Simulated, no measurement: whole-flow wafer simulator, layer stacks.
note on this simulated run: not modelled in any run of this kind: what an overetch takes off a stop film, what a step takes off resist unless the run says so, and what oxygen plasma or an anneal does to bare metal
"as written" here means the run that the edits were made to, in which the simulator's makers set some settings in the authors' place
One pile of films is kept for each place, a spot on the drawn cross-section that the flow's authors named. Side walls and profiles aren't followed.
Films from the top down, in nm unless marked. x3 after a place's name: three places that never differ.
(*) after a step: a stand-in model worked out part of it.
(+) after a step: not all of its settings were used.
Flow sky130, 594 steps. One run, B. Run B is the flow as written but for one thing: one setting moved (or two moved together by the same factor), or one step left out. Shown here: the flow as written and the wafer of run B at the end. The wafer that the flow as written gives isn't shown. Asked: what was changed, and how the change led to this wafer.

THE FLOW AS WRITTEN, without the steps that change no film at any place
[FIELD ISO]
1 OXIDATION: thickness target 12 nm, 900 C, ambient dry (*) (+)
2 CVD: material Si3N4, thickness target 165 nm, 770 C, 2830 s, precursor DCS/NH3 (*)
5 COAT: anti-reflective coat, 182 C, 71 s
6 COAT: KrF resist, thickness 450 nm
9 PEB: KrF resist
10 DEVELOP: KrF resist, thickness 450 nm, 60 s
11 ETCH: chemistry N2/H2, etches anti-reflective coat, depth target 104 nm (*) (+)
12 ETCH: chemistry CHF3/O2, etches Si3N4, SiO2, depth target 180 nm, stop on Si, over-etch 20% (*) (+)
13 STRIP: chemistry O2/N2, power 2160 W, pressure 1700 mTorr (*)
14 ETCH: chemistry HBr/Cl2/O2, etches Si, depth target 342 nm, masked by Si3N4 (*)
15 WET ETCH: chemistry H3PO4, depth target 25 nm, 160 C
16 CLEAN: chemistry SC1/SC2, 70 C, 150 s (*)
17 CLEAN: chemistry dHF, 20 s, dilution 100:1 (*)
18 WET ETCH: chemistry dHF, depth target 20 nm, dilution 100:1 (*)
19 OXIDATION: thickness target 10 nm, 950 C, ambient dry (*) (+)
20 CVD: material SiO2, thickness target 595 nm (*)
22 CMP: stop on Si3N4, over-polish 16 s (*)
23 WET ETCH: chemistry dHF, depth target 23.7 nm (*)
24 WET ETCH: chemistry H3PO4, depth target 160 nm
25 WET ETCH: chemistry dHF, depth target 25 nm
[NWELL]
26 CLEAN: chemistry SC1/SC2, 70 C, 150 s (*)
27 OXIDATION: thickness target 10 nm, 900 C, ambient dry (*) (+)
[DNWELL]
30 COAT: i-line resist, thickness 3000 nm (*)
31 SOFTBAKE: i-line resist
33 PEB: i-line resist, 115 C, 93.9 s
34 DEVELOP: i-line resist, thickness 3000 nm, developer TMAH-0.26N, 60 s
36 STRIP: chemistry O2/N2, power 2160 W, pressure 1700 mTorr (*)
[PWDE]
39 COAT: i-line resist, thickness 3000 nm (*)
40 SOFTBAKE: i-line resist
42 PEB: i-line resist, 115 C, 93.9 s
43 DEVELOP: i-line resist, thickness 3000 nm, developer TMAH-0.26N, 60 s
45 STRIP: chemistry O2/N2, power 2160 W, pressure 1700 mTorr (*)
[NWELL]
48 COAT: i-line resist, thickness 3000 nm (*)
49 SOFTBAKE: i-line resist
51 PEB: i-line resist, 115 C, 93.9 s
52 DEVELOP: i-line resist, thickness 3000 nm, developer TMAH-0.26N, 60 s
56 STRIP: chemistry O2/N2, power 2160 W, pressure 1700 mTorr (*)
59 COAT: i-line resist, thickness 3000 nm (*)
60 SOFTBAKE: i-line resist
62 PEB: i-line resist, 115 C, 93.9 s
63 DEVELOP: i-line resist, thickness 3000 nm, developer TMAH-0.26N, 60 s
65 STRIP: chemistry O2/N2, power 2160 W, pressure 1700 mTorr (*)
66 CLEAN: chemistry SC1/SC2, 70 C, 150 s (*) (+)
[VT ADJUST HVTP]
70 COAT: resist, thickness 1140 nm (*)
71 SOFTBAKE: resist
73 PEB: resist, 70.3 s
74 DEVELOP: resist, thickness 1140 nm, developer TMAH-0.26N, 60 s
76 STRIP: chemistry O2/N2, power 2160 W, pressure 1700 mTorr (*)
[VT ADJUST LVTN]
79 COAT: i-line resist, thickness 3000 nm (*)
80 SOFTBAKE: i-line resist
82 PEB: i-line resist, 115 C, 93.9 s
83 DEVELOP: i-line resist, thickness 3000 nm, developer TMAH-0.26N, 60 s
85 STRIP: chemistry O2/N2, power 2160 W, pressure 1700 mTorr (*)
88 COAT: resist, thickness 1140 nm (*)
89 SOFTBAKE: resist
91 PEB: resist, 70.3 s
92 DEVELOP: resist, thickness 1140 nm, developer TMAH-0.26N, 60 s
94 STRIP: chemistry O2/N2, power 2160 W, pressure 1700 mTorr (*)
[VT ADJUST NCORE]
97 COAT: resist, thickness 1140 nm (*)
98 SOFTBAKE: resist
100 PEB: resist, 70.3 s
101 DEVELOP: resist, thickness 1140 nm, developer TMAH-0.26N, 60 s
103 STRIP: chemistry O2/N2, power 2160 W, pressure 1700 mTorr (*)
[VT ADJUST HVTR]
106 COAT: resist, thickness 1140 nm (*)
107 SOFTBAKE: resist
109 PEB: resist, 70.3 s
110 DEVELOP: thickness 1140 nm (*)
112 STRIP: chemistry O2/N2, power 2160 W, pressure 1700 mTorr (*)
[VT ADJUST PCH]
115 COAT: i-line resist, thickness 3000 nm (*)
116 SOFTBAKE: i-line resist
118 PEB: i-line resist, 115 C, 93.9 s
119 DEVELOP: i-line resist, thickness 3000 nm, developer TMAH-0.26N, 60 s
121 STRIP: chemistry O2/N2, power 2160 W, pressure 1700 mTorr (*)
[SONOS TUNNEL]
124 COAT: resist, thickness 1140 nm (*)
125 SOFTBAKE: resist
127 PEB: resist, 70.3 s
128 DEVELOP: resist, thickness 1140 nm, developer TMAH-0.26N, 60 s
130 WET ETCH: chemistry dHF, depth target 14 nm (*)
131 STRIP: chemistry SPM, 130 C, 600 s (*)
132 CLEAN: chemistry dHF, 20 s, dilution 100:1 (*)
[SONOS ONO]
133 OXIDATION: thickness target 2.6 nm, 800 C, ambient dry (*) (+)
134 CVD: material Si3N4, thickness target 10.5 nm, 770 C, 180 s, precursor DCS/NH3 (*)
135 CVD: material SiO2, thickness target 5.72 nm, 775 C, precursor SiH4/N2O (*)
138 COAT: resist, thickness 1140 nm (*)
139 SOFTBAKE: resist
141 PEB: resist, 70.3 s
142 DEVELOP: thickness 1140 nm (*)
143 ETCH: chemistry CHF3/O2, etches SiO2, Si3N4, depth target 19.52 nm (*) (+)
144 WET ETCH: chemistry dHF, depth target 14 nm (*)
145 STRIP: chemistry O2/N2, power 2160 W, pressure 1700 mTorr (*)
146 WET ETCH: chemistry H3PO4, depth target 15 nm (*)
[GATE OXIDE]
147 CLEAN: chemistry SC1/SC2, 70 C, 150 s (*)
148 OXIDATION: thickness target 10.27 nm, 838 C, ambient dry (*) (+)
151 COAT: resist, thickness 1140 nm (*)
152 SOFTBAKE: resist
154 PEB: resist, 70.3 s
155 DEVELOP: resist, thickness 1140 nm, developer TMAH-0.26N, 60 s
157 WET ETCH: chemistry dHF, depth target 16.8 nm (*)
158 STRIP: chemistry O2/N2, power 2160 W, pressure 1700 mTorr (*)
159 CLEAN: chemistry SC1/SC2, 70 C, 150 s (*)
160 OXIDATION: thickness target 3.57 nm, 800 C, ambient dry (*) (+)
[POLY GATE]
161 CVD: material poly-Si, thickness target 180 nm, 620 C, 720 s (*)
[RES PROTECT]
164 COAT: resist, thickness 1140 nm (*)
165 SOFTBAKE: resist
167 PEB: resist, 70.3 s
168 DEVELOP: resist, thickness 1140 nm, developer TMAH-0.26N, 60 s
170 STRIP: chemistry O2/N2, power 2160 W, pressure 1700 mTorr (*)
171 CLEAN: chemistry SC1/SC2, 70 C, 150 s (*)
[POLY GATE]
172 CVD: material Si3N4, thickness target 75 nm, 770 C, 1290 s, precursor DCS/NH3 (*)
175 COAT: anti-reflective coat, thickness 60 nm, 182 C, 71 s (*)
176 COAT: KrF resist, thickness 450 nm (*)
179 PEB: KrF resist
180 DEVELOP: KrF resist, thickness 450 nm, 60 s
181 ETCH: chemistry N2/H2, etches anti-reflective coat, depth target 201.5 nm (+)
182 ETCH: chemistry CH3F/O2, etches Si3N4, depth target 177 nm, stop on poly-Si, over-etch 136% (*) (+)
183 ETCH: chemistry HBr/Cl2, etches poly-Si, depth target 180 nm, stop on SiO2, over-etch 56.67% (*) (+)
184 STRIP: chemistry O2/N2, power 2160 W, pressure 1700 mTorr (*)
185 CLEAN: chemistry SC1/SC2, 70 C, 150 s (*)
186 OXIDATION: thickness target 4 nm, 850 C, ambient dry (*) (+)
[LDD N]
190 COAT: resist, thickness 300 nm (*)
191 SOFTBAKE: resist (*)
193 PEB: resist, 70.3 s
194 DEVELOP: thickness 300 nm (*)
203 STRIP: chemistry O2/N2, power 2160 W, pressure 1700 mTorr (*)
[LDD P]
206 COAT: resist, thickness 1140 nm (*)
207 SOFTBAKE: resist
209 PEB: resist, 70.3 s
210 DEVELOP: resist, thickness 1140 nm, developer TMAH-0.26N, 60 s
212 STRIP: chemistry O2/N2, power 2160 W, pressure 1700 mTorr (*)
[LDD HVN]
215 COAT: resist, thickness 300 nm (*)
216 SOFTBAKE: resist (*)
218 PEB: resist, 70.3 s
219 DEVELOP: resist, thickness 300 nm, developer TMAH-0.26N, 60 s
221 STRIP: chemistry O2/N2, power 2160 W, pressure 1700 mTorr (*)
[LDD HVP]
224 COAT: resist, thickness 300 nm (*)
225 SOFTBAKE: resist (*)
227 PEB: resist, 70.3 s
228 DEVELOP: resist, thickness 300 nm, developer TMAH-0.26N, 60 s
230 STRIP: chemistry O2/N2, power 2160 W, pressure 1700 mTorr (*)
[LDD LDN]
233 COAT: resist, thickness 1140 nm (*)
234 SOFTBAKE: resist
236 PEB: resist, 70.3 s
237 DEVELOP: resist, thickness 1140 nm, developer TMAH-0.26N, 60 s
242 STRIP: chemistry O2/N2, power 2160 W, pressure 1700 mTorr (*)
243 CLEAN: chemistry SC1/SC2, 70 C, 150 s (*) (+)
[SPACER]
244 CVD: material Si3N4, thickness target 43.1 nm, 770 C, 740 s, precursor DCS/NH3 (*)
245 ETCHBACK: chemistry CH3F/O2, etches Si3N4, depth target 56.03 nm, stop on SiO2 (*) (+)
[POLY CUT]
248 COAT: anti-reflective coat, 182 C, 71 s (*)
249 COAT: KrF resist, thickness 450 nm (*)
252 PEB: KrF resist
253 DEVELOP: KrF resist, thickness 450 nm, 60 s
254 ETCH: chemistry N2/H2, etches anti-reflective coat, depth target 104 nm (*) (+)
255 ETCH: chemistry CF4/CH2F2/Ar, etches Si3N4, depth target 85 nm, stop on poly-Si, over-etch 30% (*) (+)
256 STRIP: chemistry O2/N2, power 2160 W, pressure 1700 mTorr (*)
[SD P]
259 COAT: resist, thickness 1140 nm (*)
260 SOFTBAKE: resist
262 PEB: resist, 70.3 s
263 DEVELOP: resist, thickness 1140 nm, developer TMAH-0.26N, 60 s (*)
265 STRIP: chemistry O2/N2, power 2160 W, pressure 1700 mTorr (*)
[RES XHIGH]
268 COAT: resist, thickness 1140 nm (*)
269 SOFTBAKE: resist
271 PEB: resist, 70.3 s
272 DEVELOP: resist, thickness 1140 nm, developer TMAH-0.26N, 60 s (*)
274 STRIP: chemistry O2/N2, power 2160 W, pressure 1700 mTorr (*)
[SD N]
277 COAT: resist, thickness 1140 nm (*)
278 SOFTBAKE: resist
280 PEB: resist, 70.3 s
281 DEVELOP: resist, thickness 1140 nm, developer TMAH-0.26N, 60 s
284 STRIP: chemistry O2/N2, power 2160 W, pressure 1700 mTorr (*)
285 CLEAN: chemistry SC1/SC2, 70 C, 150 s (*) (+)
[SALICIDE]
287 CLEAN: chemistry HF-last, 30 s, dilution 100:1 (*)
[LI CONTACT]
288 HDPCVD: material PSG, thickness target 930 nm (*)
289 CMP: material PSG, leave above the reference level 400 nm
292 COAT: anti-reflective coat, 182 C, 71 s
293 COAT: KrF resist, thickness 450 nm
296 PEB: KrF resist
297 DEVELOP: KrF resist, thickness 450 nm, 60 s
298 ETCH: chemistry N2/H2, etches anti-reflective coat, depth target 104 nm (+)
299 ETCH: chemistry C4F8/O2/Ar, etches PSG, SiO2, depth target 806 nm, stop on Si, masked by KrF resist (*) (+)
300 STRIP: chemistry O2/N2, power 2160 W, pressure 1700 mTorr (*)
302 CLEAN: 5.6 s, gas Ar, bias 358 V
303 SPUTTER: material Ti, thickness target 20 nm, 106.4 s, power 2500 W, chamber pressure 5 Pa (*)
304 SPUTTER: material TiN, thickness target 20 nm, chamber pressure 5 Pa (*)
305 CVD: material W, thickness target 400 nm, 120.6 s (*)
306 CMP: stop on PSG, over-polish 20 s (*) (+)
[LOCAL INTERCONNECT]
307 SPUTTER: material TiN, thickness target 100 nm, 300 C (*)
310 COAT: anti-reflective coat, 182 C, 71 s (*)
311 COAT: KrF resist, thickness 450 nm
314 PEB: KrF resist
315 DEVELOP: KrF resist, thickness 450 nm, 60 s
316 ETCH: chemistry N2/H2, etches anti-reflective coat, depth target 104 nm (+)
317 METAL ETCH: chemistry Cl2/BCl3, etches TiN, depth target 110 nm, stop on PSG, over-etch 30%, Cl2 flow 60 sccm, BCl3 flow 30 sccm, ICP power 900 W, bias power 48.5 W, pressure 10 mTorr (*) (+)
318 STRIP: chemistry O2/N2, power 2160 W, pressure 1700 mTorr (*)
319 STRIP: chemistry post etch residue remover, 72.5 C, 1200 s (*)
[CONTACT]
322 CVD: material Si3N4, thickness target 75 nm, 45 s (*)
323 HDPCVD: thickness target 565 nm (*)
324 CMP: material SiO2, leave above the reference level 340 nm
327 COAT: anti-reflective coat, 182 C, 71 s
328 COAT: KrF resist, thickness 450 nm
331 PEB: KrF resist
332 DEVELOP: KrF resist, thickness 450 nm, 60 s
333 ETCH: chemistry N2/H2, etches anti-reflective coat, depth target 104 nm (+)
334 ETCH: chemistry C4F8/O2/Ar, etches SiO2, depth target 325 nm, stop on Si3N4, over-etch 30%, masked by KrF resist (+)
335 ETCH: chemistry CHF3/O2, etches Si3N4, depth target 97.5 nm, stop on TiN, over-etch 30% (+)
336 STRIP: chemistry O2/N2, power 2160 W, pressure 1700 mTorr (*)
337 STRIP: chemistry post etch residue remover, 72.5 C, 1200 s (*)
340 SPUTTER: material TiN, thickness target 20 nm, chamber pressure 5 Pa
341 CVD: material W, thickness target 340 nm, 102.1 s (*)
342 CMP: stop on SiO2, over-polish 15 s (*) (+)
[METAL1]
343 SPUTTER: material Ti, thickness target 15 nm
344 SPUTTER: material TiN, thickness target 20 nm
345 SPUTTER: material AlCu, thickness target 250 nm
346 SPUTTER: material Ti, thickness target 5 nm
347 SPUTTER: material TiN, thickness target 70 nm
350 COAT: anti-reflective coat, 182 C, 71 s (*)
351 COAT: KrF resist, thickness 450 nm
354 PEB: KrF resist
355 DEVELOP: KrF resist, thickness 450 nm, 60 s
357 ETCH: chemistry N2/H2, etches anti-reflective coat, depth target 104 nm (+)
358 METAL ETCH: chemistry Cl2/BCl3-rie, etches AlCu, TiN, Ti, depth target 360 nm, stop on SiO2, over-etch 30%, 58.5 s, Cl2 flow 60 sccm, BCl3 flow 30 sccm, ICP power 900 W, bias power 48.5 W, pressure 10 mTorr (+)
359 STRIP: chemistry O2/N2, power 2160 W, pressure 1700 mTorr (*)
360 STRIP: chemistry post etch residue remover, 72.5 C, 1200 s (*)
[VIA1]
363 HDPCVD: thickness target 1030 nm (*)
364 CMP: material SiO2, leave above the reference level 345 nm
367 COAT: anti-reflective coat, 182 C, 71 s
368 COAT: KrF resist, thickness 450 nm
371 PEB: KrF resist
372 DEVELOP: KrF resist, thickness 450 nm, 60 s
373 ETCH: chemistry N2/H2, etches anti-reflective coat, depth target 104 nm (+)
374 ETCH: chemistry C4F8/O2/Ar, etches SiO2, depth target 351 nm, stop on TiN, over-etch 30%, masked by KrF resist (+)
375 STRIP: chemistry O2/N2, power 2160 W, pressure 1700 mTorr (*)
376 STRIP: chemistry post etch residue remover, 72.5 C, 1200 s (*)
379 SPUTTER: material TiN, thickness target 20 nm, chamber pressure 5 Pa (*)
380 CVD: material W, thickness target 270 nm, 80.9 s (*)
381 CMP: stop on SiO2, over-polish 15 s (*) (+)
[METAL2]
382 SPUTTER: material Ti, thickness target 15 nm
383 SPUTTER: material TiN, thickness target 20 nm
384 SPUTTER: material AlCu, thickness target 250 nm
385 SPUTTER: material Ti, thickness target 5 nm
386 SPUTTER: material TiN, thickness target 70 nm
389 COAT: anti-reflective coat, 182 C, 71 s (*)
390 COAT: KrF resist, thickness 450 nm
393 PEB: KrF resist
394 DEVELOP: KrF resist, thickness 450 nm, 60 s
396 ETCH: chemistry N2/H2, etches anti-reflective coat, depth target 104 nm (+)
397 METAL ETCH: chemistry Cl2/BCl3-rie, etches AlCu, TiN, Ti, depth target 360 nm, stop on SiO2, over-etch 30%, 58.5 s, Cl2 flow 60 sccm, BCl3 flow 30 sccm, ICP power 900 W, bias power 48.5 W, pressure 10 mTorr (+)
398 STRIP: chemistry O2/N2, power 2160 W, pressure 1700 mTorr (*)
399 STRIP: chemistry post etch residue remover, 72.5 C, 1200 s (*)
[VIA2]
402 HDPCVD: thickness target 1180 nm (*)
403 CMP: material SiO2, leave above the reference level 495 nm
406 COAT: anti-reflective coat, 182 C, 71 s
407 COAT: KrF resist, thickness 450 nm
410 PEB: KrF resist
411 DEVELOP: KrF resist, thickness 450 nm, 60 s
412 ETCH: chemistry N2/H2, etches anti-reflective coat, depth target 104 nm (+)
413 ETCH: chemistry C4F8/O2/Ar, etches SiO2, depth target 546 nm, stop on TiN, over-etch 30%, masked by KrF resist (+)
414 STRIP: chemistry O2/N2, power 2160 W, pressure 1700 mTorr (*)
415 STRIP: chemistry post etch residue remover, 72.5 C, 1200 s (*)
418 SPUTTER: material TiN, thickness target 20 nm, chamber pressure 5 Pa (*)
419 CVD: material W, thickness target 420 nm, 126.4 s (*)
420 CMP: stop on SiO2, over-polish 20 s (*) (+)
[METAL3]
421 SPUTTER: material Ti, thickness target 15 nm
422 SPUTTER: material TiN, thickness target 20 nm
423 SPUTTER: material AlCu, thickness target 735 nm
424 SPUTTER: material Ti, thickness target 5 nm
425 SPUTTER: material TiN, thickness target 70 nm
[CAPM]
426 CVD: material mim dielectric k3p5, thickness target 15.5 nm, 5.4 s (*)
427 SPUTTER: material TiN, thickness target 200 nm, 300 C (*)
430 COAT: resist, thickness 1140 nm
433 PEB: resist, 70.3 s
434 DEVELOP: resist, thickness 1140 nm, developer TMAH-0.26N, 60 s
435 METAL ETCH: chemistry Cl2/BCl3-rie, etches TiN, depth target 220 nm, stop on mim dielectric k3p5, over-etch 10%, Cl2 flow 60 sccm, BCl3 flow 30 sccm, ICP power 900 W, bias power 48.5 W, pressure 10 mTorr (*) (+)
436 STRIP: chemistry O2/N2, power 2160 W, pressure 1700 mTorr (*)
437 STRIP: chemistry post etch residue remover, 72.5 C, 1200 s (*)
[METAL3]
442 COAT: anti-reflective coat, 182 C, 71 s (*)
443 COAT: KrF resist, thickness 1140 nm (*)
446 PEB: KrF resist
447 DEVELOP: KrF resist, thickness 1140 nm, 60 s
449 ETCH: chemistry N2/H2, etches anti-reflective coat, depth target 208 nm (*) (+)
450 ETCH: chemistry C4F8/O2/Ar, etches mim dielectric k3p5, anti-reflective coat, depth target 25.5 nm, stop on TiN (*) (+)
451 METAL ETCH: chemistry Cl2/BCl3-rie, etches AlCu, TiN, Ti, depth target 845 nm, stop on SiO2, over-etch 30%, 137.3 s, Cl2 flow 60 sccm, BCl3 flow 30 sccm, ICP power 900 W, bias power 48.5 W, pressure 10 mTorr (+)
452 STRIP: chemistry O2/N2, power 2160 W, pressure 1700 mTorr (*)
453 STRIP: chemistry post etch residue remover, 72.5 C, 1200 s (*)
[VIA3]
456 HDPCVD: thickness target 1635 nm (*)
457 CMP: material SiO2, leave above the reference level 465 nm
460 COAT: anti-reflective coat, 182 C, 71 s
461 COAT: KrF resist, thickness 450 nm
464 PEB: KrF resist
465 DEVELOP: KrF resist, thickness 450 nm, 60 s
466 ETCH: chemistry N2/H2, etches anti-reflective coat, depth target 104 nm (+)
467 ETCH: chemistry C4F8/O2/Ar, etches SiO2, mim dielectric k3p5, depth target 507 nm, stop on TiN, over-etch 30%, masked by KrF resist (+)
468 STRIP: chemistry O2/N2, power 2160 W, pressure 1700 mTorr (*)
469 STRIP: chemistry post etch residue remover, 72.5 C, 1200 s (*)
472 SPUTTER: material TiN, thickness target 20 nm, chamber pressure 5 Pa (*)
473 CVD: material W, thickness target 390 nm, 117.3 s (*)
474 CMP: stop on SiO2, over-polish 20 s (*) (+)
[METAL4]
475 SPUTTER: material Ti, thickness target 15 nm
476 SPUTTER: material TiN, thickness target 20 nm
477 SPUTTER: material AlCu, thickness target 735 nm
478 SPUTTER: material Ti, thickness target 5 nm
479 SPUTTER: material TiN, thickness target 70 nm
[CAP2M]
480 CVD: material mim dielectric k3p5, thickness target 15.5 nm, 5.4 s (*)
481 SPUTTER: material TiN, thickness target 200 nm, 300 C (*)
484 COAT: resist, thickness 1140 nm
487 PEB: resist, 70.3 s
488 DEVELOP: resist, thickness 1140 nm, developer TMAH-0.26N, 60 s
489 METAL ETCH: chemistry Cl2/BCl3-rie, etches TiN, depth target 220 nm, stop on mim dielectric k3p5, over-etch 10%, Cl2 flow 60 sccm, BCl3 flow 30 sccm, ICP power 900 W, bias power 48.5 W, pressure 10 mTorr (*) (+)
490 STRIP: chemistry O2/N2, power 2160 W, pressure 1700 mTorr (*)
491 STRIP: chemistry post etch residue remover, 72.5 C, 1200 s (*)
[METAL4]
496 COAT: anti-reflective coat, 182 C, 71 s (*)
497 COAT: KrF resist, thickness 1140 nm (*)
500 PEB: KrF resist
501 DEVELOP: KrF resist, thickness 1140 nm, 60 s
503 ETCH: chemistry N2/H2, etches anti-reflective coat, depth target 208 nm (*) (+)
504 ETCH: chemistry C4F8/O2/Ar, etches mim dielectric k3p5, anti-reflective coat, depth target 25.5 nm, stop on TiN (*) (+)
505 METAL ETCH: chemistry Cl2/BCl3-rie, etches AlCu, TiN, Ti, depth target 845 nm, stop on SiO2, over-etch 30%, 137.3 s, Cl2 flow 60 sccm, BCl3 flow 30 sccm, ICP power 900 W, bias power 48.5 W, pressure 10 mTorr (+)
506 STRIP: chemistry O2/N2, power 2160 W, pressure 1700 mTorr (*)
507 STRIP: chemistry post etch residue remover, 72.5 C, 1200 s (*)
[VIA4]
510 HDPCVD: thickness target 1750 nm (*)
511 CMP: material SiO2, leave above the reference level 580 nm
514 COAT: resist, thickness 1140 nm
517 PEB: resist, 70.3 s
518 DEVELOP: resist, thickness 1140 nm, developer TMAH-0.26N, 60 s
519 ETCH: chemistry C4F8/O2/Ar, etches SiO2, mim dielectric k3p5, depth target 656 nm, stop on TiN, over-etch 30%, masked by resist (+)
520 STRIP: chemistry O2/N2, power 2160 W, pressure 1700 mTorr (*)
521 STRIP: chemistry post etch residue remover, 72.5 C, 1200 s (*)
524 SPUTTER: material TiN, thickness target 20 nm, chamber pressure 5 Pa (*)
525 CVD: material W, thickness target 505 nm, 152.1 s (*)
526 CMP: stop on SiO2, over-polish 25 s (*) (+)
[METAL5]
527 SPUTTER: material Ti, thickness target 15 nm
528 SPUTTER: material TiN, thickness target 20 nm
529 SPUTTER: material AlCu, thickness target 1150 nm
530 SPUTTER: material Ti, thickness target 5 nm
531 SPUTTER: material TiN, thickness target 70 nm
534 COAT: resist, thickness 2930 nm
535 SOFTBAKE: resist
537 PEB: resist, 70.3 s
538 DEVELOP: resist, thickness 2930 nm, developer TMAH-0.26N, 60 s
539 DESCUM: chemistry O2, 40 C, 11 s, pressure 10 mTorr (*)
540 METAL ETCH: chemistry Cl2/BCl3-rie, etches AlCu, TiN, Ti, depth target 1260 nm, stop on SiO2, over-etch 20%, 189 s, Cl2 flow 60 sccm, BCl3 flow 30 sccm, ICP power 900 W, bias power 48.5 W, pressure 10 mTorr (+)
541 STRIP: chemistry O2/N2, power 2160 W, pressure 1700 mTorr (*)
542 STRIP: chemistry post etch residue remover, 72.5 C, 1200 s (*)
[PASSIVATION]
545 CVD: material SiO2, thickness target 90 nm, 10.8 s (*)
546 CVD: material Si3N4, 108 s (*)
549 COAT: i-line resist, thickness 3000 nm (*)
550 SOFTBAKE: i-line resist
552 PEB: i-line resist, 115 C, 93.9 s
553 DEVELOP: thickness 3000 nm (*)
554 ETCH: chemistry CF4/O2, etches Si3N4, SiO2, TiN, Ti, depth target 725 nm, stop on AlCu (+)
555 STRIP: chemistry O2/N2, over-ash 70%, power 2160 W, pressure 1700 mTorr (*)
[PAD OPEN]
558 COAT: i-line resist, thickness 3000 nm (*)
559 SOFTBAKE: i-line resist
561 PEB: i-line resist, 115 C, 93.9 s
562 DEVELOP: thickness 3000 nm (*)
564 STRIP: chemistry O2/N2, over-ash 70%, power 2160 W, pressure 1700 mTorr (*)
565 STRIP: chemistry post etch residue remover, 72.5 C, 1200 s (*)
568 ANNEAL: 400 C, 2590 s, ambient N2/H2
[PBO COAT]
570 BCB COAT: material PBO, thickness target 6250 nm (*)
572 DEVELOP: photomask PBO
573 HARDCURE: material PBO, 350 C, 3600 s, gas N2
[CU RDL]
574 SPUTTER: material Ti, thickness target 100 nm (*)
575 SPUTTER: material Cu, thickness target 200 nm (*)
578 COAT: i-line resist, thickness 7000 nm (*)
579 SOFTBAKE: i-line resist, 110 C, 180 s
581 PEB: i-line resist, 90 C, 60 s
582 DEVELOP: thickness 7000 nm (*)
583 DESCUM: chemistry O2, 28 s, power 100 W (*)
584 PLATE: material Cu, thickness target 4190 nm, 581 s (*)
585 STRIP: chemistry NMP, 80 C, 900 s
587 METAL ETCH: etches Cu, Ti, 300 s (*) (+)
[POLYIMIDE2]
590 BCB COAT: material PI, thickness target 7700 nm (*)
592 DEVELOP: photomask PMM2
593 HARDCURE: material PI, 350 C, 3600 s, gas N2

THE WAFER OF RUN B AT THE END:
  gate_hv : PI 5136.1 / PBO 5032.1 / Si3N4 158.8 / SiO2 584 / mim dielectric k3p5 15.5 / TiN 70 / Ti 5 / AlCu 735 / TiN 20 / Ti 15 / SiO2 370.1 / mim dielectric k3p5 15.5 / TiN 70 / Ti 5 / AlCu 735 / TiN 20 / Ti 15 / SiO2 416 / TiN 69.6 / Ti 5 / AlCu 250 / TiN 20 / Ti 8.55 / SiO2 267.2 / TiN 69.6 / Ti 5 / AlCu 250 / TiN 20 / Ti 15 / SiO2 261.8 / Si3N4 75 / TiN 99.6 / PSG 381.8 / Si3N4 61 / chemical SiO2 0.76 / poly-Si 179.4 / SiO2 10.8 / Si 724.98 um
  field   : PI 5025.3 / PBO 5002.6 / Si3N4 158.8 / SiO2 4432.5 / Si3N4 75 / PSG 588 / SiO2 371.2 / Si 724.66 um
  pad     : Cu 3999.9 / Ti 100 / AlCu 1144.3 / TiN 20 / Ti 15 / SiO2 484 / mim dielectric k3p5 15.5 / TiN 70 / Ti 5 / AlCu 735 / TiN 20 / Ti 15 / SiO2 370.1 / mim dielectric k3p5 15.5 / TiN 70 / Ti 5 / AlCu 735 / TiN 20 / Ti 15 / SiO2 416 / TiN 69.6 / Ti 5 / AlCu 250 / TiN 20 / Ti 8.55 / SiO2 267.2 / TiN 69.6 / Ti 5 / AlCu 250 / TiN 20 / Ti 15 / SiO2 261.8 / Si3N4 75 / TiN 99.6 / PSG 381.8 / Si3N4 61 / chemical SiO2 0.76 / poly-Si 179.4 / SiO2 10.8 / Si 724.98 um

The cause: step 382, SPUTTER: thickness target 8.55 nm was run, where the flow has thickness target 15 nm.
It can be read off the wafer: gate_hv has Ti 8.55, and step 382 as written asks for 15 nm.

How the change led to this, step by step:
  382 SPUTTER: material Ti, thickness target 15 nm
      field, active, n_well and 188 more: Ti +8.55 (new film) (as written it would be: Ti +15 (new film))
  397 METAL ETCH: chemistry Cl2/BCl3-rie, etches AlCu, TiN, Ti, depth target 360 nm, stop on SiO2, over-etch 30%, 58.5 s, Cl2 flow 60 sccm, BCl3 flow 30 sccm, ICP power 900 W, bias power 48.5 W, pressure 10 mTorr (+)
      field, active, gate and 82 more: TiN -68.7 (all of it), Ti -5 (all of it), AlCu -250 (all of it), TiN -20 (all of it), Ti -8.55 (all of it), SiO2 -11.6 (as written it would be: TiN -68.7 (all of it), Ti -5 (all of it), AlCu -250 (all of it), TiN -20 (all of it), Ti -15 (all of it), SiO2 -10.9)
